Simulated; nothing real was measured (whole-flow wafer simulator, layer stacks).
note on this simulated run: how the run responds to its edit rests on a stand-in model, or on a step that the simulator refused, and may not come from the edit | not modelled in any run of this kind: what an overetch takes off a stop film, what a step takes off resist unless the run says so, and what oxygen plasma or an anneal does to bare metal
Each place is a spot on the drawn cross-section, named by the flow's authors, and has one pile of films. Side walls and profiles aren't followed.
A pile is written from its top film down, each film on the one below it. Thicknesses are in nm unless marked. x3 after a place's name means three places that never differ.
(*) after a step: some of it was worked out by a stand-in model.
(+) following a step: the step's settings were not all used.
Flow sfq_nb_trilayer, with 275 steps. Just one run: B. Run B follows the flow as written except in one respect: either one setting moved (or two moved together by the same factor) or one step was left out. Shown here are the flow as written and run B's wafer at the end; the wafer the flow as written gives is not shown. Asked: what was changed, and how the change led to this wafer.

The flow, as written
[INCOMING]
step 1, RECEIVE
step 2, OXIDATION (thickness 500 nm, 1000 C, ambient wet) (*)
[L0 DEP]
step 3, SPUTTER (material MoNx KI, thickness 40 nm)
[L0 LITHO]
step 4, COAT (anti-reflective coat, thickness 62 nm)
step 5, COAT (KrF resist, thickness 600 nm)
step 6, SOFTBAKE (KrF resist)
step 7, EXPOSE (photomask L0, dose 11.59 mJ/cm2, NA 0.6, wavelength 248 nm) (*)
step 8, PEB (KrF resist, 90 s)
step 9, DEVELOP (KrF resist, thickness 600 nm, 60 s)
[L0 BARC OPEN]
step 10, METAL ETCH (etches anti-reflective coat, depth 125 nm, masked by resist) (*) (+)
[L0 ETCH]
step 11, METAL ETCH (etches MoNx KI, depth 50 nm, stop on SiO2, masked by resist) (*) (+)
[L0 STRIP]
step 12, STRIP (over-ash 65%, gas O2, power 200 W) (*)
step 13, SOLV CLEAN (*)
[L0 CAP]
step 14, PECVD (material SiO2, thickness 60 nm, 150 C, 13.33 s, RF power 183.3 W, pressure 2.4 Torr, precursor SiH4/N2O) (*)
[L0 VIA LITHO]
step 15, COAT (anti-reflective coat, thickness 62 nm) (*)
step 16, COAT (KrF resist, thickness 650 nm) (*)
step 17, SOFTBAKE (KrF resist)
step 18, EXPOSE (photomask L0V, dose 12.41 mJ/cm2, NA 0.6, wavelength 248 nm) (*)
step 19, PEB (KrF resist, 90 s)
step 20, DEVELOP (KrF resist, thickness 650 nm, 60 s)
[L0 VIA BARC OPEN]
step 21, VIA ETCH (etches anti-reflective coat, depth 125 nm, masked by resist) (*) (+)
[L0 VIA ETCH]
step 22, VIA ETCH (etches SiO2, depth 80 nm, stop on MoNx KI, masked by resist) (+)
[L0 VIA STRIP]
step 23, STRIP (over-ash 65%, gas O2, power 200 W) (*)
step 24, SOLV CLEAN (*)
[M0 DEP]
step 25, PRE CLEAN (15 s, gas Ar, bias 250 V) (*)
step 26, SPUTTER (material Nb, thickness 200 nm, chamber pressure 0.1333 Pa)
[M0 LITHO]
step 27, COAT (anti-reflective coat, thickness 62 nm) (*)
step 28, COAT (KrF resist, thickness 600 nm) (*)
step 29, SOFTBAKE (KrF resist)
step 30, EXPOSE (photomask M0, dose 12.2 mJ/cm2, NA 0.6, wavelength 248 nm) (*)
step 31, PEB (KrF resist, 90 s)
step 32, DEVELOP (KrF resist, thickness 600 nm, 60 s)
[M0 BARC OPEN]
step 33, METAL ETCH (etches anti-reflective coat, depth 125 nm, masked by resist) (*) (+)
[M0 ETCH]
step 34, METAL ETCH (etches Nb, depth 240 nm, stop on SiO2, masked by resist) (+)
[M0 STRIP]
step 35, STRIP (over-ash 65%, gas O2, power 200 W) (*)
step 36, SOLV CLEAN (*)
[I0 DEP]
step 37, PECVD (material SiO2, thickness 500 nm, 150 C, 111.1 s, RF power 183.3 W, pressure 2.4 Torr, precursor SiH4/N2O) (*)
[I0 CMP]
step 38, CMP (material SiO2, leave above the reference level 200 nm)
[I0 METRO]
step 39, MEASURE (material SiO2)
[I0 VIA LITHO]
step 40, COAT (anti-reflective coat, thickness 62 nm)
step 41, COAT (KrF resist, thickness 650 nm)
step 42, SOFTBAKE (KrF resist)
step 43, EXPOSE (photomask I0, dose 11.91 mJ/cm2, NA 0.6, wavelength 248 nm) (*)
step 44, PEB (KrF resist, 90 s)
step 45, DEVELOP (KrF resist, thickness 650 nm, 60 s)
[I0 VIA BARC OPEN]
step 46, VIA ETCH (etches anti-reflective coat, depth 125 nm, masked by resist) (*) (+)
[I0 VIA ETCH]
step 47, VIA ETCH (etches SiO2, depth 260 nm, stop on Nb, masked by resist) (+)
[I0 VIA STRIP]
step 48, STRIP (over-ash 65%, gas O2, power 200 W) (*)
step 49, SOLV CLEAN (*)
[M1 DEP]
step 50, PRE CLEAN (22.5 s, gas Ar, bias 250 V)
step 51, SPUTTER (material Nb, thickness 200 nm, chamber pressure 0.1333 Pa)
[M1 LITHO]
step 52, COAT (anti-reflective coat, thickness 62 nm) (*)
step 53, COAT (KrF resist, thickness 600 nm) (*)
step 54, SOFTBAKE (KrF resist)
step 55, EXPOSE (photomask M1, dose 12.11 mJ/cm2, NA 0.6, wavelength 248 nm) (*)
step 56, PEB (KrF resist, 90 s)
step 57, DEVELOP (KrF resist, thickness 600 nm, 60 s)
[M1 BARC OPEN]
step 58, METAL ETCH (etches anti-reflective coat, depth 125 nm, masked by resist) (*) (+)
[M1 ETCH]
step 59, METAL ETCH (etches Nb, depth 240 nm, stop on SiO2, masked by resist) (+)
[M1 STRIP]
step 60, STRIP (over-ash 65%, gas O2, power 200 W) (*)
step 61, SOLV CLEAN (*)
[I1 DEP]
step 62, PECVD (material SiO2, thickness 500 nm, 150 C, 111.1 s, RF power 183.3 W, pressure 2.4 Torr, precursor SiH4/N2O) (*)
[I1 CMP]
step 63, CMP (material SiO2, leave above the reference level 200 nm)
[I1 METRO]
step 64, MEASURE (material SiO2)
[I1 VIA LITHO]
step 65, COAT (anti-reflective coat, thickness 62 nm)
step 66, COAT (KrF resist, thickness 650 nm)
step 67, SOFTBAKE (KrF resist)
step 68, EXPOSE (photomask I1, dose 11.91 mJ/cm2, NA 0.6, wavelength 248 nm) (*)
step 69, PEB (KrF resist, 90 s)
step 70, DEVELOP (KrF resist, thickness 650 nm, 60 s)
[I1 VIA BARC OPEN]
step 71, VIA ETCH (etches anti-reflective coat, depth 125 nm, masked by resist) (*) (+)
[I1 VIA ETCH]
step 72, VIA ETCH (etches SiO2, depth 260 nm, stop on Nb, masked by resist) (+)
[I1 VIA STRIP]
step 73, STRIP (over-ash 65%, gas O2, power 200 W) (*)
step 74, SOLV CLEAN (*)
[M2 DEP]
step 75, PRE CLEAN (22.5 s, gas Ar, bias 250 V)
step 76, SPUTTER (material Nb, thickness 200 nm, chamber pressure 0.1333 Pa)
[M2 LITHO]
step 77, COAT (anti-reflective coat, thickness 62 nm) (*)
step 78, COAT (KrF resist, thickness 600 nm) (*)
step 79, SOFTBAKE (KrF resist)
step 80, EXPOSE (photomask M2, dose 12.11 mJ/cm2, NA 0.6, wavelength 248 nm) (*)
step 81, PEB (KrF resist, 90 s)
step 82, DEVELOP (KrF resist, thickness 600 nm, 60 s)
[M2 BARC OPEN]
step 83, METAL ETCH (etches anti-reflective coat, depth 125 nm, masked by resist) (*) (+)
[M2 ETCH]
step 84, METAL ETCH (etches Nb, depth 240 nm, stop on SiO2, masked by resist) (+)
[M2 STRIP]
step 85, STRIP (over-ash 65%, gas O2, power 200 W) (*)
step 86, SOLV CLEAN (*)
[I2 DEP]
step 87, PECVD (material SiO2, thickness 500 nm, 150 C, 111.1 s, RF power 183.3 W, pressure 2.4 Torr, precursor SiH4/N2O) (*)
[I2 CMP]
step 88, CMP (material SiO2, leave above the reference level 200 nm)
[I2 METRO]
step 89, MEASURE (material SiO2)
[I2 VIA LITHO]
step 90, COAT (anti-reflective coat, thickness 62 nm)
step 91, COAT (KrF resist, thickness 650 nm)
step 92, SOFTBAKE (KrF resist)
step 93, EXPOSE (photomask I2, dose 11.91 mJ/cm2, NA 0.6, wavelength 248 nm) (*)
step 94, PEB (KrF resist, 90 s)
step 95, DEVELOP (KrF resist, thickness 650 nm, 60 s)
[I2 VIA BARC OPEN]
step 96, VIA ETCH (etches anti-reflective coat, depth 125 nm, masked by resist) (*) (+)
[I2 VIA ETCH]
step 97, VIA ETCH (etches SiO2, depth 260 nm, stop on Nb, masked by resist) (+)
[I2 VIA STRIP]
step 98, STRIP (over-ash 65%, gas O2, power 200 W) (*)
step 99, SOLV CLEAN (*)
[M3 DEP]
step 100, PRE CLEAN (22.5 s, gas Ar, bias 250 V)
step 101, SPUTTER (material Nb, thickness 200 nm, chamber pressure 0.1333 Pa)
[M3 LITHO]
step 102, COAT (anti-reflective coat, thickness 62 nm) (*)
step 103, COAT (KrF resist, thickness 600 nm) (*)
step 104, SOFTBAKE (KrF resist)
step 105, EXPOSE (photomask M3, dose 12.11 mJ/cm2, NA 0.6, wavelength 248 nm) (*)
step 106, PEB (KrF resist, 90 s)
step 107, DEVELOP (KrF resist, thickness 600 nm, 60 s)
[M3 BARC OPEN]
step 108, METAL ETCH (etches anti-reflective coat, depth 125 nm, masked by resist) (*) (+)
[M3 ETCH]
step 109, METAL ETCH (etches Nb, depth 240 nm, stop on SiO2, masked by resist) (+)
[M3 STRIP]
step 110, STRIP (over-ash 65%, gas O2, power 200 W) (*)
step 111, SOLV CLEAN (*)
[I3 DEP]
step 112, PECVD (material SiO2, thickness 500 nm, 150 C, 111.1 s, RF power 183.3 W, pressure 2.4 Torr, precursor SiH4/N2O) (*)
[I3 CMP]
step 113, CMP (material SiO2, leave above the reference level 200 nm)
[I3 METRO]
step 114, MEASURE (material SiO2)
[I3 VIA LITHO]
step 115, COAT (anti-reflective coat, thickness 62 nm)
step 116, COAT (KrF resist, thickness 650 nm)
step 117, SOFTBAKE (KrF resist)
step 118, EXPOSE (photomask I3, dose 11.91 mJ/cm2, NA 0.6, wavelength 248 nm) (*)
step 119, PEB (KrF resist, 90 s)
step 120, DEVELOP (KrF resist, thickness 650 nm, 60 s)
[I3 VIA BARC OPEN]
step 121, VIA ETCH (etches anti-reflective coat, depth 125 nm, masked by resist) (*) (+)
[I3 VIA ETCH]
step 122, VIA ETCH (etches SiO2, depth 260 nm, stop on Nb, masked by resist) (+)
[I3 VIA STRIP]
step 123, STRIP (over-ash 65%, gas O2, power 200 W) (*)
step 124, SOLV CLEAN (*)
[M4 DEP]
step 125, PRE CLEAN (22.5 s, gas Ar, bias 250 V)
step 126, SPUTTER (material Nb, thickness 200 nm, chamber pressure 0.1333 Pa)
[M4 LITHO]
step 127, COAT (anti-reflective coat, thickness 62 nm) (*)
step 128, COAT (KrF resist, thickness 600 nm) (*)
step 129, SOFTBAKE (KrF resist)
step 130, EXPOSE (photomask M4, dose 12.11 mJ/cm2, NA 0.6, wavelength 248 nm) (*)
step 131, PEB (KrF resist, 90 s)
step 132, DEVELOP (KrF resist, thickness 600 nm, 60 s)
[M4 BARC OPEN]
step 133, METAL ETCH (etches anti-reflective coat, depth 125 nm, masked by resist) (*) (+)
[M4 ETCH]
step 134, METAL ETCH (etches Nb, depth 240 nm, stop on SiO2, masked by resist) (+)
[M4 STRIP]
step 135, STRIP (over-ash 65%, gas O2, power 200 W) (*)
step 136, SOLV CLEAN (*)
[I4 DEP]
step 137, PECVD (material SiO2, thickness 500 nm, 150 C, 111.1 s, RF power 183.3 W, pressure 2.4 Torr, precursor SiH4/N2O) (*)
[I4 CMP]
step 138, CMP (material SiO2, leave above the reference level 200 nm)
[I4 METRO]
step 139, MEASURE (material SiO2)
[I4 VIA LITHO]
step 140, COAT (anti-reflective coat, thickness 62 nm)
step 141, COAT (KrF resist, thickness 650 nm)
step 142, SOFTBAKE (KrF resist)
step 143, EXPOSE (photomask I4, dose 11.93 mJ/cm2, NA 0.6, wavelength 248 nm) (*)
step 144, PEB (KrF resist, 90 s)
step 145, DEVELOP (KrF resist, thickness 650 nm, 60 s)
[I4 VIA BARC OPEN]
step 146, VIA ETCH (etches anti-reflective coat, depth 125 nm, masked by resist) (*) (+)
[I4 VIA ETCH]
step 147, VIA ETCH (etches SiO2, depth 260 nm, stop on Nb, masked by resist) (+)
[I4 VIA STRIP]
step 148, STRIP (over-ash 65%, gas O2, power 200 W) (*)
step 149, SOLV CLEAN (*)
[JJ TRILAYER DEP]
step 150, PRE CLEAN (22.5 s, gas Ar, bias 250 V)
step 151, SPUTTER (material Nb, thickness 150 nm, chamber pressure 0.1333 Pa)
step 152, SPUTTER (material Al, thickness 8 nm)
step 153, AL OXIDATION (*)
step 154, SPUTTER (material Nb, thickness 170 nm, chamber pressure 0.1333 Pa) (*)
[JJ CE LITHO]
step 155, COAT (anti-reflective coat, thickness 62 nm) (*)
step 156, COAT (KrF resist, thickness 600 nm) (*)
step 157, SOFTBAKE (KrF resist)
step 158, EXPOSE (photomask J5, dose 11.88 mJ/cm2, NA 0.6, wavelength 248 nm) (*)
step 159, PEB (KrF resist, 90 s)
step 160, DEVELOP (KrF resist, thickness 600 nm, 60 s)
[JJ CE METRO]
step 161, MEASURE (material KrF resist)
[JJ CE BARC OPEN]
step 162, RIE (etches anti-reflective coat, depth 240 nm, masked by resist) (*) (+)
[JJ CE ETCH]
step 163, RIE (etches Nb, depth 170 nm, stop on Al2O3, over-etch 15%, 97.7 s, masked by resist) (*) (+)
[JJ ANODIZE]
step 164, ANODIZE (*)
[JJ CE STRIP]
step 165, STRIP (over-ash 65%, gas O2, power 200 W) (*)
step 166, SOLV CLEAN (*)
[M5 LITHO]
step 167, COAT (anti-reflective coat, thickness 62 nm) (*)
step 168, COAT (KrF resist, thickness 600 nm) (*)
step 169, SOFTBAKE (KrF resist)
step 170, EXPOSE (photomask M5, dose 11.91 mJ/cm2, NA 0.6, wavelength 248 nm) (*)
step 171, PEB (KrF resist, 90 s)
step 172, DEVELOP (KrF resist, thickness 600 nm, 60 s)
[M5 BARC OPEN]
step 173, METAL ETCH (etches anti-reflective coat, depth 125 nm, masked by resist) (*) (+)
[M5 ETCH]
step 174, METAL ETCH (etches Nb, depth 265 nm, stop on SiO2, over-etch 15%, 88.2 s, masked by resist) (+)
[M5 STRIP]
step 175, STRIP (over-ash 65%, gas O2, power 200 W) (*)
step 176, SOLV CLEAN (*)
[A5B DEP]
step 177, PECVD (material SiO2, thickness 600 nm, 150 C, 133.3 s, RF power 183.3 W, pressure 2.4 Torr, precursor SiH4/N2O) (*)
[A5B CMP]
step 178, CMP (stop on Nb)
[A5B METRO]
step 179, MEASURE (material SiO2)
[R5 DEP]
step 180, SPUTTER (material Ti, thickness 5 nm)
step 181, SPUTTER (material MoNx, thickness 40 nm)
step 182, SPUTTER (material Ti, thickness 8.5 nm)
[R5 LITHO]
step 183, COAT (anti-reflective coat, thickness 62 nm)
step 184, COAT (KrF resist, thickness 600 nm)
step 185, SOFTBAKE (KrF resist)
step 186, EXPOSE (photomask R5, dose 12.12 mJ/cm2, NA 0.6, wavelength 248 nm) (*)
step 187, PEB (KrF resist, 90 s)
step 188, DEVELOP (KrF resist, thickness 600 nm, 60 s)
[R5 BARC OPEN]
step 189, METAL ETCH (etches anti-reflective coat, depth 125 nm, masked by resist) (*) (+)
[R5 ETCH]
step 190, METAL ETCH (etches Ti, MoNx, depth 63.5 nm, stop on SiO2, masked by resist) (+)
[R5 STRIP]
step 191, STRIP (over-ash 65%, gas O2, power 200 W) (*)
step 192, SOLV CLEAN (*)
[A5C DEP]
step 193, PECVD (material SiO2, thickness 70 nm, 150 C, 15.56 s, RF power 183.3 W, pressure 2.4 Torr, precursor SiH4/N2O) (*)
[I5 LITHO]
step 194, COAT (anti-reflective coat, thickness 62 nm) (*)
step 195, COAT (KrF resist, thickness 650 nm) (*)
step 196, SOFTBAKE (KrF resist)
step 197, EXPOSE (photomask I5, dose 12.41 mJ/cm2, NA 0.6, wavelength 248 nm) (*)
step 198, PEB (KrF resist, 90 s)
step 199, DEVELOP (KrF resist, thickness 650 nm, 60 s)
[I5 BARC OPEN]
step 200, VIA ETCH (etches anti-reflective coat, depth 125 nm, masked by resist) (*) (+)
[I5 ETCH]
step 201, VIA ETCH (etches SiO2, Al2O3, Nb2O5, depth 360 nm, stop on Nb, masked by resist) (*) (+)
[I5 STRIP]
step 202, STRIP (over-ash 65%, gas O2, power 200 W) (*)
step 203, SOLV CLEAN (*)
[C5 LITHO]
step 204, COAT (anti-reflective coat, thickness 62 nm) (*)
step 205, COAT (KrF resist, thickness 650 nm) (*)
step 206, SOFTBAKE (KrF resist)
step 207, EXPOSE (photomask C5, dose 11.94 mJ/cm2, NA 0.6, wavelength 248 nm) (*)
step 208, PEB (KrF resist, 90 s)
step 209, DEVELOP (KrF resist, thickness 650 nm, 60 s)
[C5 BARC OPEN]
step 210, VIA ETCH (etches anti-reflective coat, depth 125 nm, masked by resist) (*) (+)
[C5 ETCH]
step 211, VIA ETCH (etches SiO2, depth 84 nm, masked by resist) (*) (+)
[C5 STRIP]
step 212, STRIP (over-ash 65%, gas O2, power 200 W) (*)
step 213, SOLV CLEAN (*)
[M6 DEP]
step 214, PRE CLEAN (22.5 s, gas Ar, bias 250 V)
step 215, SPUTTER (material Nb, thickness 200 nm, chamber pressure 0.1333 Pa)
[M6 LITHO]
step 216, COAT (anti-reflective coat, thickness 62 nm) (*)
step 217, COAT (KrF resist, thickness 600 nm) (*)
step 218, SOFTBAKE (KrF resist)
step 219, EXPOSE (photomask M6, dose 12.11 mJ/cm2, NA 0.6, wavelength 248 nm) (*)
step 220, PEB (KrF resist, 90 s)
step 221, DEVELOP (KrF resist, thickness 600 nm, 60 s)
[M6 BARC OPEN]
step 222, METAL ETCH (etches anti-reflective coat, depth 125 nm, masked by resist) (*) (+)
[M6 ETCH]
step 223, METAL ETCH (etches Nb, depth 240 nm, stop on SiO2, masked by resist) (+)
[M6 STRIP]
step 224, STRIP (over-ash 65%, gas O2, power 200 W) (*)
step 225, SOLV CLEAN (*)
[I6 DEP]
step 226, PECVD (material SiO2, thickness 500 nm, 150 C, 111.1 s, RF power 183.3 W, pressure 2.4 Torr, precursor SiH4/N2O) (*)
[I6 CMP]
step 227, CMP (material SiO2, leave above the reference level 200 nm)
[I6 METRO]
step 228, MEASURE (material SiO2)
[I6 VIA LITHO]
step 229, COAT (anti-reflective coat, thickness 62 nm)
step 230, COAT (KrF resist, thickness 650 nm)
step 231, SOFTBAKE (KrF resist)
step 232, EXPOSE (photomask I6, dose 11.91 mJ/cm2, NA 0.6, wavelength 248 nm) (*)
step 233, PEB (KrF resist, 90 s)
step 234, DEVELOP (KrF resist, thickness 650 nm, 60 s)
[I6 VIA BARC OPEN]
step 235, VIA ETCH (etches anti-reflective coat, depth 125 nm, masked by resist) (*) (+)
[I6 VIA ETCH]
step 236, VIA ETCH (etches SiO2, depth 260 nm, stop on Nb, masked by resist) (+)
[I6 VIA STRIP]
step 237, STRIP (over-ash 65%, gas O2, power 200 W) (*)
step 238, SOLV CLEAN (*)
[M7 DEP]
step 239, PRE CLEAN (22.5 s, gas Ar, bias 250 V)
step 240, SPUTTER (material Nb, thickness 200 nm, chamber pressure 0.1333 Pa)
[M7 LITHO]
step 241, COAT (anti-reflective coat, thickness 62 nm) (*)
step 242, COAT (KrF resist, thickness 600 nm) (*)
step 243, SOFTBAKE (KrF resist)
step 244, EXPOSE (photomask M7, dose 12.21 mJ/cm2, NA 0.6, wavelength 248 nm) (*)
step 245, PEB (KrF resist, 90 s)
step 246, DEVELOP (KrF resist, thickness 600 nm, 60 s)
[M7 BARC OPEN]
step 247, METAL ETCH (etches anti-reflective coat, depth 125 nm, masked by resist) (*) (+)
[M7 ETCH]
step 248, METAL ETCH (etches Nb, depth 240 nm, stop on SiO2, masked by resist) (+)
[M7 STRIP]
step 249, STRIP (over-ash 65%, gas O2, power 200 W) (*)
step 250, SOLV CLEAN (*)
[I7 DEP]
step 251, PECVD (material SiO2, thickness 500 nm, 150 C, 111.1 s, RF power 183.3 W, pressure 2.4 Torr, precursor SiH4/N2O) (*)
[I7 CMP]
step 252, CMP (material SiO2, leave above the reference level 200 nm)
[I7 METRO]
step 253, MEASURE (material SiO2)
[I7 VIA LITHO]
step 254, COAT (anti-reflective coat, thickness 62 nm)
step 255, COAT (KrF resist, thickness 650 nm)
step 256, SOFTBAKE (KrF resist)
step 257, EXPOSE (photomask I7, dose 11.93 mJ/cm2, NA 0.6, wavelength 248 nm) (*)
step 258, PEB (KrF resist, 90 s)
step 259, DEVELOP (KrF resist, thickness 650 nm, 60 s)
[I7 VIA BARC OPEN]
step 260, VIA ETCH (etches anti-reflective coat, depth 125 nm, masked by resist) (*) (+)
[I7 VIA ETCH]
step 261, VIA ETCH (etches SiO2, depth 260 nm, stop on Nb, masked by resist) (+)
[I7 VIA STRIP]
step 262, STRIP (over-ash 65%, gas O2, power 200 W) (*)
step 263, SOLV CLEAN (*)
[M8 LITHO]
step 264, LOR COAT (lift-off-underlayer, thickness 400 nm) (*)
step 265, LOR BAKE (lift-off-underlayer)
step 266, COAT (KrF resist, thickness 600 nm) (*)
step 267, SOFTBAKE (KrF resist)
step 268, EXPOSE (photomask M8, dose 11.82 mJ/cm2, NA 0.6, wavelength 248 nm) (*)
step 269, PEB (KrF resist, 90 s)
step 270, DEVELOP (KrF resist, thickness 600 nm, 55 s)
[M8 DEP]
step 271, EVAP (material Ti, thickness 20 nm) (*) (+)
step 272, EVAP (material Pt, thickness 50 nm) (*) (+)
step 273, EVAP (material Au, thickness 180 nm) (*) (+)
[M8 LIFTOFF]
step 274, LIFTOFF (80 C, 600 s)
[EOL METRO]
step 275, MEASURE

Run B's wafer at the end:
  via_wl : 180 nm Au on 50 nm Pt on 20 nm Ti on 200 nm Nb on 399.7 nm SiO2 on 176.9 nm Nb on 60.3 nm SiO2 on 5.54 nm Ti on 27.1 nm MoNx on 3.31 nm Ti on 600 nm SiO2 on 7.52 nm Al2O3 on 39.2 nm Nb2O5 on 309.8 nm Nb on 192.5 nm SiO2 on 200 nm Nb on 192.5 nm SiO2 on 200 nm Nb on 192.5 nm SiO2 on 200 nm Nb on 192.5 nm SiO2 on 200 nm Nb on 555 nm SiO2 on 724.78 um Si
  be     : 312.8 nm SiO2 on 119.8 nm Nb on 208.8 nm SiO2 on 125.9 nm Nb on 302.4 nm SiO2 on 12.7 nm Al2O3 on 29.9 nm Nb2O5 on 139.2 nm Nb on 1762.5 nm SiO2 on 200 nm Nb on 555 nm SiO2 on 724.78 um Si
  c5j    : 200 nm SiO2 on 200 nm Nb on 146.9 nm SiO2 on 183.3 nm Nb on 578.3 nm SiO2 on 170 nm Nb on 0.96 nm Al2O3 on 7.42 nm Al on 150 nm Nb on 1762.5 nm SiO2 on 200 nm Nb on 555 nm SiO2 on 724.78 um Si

What caused this: step 178, CMP: stop on Nb, was not run.

The path from the change to this, step by step:
  step 180, SPUTTER (material Ti, thickness 5 nm)
      via_wl, via_wr: +3.31 Ti (new film) (in the flow as written it would be: +5 Ti (new film))
      r_sur: +4.05 Ti (new film) (in the flow as written it would be: +5 Ti (new film))
      (also at 1 further place)
  step 181, SPUTTER (material MoNx, thickness 40 nm)
      lsp_m, ln_m6, lsp_r, l0_sur, l0v: +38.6 MoNx (new film) (in the flow as written it would be: +40 MoNx (new film))
      via_wl, via_wr: +27.1 MoNx (new film) (in the flow as written it would be: +40 MoNx (new film))
      (also at 3 further places)
  step 182, SPUTTER (material Ti, thickness 8.5 nm)
      via_wl, via_wr: +5.54 Ti (new film) (in the flow as written it would be: +8.5 Ti (new film))
      via_w: +7.8 Ti (new film) (in the flow as written it would be: +8.5 Ti (new film))
      (also at 2 further places)
  step 183, COAT (anti-reflective coat, thickness 62 nm)
      p3_l2, p3_s3, p3_l4, p3_s4: +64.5 anti-reflective coat (new film) (in the flow as written it would be: +62 anti-reflective coat (new film))
      be, be_sur: +51.8 anti-reflective coat (new film) (in the flow as written it would be: +62 anti-reflective coat (new film))
      (also at 68 further places)
  step 184, COAT (KrF resist, thickness 600 nm)
      m5r_line_l, m5r_line_r: +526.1 KrF resist (new film) (in the flow as written it would be: +600 KrF resist (new film))
      m5r_space_l, m5r_space_r: +653.2 KrF resist (new film) (in the flow as written it would be: +600 KrF resist (new film))
      (also at 60 further places)
  step 188, DEVELOP (KrF resist, thickness 600 nm, 60 s)
      m5r_line_l, m5r_line_r: -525 KrF resist (all of it) (in the flow as written it would be: -598.7 KrF resist (all of it))
      m5r_space_l, m5r_space_r: -651.8 KrF resist (all of it) (in the flow as written it would be: -598.7 KrF resist (all of it))
      (also at 56 further places)
  step 189, METAL ETCH (etches anti-reflective coat, depth 125 nm, masked by resist) (*) (+)
      via_wl, via_wr: -125 anti-reflective coat (in the flow as written it would be: -62 anti-reflective coat (all of it))
      be_r, r_sur, res, r_end, r5r_line_l, r5r_line_c, r5r_line_r: -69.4 KrF resist (in the flow as written it would be: -51.7 KrF resist)
      (also at 68 further places)
  step 190, METAL ETCH (etches Ti, MoNx, depth 63.5 nm, stop on SiO2, masked by resist) (+)
      ce_l, c5j, ce_r, wl_jj: -8.5 Ti (all of it), -40 MoNx (all of it), -5 Ti (all of it) (in the flow as written it would be: -8.5 Ti (all of it), -40 MoNx (all of it), -5 Ti (all of it), -10 Nb)
      via_wl, via_wr: -63.5 anti-reflective coat (in the flow as written it would be: -8.5 Ti (all of it), -40 MoNx (all of it), -5 Ti (all of it))
      (also at 7 further places)
  step 191, STRIP (over-ash 65%, gas O2, power 200 W) (*)
      via_wl: -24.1 anti-reflective coat (all of it) (in the flow as written it would be: nothing)
      via_wr: -24.4 anti-reflective coat (all of it) (in the flow as written it would be: nothing)
      (also at 7 further places)
  step 193, PECVD (material SiO2, thickness 70 nm, 150 C, 15.56 s, RF power 183.3 W, pressure 2.4 Torr, precursor SiH4/N2O) (*)
      ce_l, c5j, ce_r, wl_jj: +70 SiO2 (in the flow as written it would be: +70 SiO2 (new film))
      via_wl, via_wr: +67.8 SiO2 (new film) (in the flow as written it would be: +70 SiO2)
      (also at 2 further places)
  step 194, COAT (anti-reflective coat, thickness 62 nm) (*)
      p3_l2, p3_s3, p3_l4, p3_s4: +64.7 anti-reflective coat (new film) (in the flow as written it would be: +62 anti-reflective coat (new film))
      be, be_sur: +52.4 anti-reflective coat (new film) (in the flow as written it would be: +62.4 anti-reflective coat (new film))
      (also at 69 further places)
  step 195, COAT (KrF resist, thickness 650 nm) (*)
      wl_c_sr, wl_d_sl: +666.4 KrF resist (new film) (in the flow as written it would be: +649.9 KrF resist (new film))
      m5r_line_l, m5r_line_r: +580.8 KrF resist (new film) (in the flow as written it would be: +650 KrF resist (new film))
      (also at 58 further places)
  step 199, DEVELOP (KrF resist, thickness 650 nm, 60 s)
      be: -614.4 KrF resist (all of it) (in the flow as written it would be: -649.8 KrF resist (all of it))
  step 200, VIA ETCH (etches anti-reflective coat, depth 125 nm, masked by resist) (*) (+)
      field_l, v_sur, via_wl and 102 more: -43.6 KrF resist (in the flow as written it would be: -52 KrF resist)
      be: -52.4 anti-reflective coat (all of it), -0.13 SiO2 (in the flow as written it would be: -62.4 anti-reflective coat (all of it), -0.16 SiO2)
  step 201, VIA ETCH (etches SiO2, Al2O3, Nb2O5, depth 360 nm, stop on Nb, masked by resist) (*) (+)
      be: -360 SiO2 (in the flow as written it would be: -216.4 SiO2 (all of it), -12.7 Al2O3 (all of it), -29.9 Nb2O5 (all of it))
  step 202, STRIP (over-ash 65%, gas O2, power 200 W) (*)
      l0r_line_l, l0r_line_c, l0r_space_c and 17 more: -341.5 KrF resist (all of it), -62 anti-reflective coat (all of it) (in the flow as written it would be: -333.1 KrF resist (all of it), -62 anti-reflective coat (all of it))
      p3_s3, p3_l4, p3_s4: -347.9 KrF resist (all of it), -64.7 anti-reflective coat (all of it) (in the flow as written it would be: -333.1 KrF resist (all of it), -62 anti-reflective coat (all of it))
      (also at 82 further places)
  ... 39 further steps ...
  step 274, LIFTOFF (80 C, 600 s)
      be: -180 Au (all of it), -50 Pt (all of it), -20 Ti (all of it), -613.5 KrF resist (all of it), -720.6 lift-off-underlayer (all of it) (in the flow as written it would be: -180 Au (all of it), -50 Pt (all of it), -20 Ti (all of it), -572.1 KrF resist (all of it), -398.5 lift-off-underlayer (all of it))
      be_sur: -180 Au (all of it), -50 Pt (all of it), -20 Ti (all of it), -587 KrF resist (all of it), -366.1 lift-off-underlayer (all of it) (in the flow as written it would be: -180 Au (all of it), -50 Pt (all of it), -20 Ti (all of it), -572.6 KrF resist (all of it), -398.9 lift-off-underlayer (all of it))
      (also at 5 further places)
If metal films that touch count as one body, via_wl has 8 bodies (between them, from the top down: SiO2 399.7; SiO2 60.3; SiO2 600 / Al2O3 7.52 / Nb2O5 39.2; SiO2 192.5; SiO2 192.5; SiO2 192.5; SiO2 192.5); the flow as written gives 7 bodies (between them, from the top down: SiO2 192.5; SiO2 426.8 / Al2O3 7.52 / Nb2O5 39.2; SiO2 192.5; SiO2 192.5; SiO2 192.5; SiO2 192.5).
If metal films that touch count as one body, be has 4 bodies (between them, from the top down: SiO2 208.8; SiO2 302.4 / Al2O3 12.7 / Nb2O5 29.9; SiO2 1762.5); the flow as written gives 3 bodies (between them, from the top down: SiO2 503.2; SiO2 1762.5).
If metal films that touch count as one body, c5j has 5 bodies (between them, from the top down: SiO2 146.9; SiO2 578.3; Al2O3 0.96; SiO2 1762.5); the flow as written gives 4 bodies (between them, from the top down: SiO2 284.2; Al2O3 0.96; SiO2 1762.5).
